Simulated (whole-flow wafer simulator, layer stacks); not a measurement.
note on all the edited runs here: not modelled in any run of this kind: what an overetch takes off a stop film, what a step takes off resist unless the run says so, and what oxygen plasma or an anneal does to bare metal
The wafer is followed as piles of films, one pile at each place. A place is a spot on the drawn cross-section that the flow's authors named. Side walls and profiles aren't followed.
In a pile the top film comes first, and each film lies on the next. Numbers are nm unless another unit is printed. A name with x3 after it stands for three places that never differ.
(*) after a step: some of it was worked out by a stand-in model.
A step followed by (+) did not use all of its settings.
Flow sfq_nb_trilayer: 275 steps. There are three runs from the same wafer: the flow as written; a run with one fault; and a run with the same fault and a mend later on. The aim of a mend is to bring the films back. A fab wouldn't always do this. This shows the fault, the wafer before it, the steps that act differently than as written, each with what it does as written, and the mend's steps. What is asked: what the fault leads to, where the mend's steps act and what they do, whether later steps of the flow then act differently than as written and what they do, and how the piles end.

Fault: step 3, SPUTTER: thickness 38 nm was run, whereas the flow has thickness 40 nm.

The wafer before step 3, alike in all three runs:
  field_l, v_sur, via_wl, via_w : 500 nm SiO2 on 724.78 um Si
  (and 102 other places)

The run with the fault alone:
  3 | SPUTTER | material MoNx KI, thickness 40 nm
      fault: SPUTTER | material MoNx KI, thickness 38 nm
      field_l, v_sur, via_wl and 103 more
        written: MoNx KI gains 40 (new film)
        fault: MoNx KI gains 38 (new film)
  Later steps of the flow acting differently than as written (not shown: 13 more steps that differ only slightly, by at most 2% or 0.5 nm, whichever is larger):
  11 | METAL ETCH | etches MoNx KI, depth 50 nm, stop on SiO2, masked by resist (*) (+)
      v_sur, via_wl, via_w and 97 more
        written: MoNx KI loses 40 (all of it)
        fault: MoNx KI loses 38 (all of it)
  The piles end different from the flow's at field_l, l0_sur, l0v, l0r_line_l, l0r_line_c, l0r_line_r by more than 2% or 0.5 nm, whichever is larger.
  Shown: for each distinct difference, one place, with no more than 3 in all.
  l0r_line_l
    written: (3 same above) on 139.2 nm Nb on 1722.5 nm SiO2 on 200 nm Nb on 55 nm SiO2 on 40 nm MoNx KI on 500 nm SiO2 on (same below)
    fault: (3 same above) on 139.2 nm Nb on 1724.5 nm SiO2 on 200 nm Nb on 55 nm SiO2 on 38 nm MoNx KI on 500 nm SiO2 on (same below)
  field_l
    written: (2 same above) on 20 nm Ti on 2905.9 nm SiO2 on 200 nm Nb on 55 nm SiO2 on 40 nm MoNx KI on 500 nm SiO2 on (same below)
    fault: (2 same above) on 20 nm Ti on 2907.9 nm SiO2 on 200 nm Nb on 55 nm SiO2 on 38 nm MoNx KI on 500 nm SiO2 on (same below)
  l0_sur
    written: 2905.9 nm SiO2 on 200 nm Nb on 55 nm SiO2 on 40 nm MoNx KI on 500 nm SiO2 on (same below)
    fault: 2907.9 nm SiO2 on 200 nm Nb on 55 nm SiO2 on 38 nm MoNx KI on 500 nm SiO2 on (same below)

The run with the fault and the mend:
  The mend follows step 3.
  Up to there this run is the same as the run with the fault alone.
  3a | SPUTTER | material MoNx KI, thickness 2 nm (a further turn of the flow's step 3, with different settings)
      field_l, v_sur, via_wl and 103 more
        MoNx KI gains 2
  Every later step of the flow that is run acts as written at every place that is followed.
  By the end, the piles equal the flow's at every place that both follow.
